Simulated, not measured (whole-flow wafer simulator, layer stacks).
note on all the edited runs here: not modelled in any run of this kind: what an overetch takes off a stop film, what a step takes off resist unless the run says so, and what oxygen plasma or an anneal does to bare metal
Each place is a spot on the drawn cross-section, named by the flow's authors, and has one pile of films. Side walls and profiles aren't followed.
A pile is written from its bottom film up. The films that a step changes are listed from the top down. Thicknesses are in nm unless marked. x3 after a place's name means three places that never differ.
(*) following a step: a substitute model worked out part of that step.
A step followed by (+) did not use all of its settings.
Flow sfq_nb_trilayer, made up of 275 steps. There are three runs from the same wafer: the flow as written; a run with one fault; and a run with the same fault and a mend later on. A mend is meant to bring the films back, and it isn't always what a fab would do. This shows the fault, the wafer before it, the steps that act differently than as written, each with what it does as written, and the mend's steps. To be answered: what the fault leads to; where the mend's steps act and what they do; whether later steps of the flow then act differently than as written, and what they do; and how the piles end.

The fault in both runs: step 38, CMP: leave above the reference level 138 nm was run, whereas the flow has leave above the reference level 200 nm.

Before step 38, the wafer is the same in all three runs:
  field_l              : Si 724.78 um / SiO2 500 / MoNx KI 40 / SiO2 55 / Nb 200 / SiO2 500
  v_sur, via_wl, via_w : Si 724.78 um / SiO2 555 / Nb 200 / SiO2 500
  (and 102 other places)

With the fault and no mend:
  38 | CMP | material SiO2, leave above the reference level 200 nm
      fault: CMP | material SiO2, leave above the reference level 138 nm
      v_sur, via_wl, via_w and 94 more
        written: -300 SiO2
        fault: -362 SiO2
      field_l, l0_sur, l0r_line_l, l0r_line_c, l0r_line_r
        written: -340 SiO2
        fault: -402 SiO2
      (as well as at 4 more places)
  Steps further on in the flow that do not act as written (not shown: 4 more steps that differ only slightly, by at most 2% or 0.5 nm, whichever is larger):
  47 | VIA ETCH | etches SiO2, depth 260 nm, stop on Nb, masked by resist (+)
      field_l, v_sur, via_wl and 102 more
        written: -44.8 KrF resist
        fault: -35.6 KrF resist
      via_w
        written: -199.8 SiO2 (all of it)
        fault: -137.8 SiO2 (all of it)
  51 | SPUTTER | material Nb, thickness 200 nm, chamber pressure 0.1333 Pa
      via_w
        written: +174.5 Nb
        fault: +187.1 Nb
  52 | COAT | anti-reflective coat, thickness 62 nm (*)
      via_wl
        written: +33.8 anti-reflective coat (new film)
        fault: +36.2 anti-reflective coat (new film)
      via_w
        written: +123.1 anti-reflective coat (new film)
        fault: +109 anti-reflective coat (new film)
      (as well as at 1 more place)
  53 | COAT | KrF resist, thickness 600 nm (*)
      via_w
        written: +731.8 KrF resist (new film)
        fault: +681.2 KrF resist (new film)
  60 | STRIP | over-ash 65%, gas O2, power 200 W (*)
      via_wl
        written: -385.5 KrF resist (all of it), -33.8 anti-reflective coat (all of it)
        fault: -390.8 KrF resist (all of it), -36.2 anti-reflective coat (all of it)
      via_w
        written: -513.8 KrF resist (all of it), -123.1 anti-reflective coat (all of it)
        fault: -463.4 KrF resist (all of it), -109 anti-reflective coat (all of it)
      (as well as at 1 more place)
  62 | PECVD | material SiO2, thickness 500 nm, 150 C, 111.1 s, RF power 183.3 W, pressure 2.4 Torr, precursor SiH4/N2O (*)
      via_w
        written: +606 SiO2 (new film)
        fault: +506.9 SiO2 (new film)
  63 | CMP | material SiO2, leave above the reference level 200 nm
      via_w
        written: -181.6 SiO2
        fault: -157.1 SiO2
  The piles end different from the flow's at field_l, v_sur, via_wl and 102 more by more than 2% or 0.5 nm, whichever is larger.
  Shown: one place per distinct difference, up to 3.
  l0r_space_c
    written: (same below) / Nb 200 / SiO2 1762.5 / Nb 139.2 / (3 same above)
    fault: (same below) / Nb 200 / SiO2 1700.5 / Nb 139.2 / (3 same above)
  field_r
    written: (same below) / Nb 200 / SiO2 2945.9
    fault: (same below) / Nb 200 / SiO2 2883.9
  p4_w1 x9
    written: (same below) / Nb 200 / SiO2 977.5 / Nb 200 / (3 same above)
    fault: (same below) / Nb 200 / SiO2 915.5 / Nb 200 / (3 same above)

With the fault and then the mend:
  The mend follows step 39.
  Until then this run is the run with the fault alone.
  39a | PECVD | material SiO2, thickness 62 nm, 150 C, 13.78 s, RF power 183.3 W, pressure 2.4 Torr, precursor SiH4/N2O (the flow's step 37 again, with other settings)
      field_l, v_sur, via_wl and 103 more
        +62 SiO2
  Later steps of the flow that are run all act as written at every place that is followed.
  At every place that both follow, the piles at the end match the flow's.
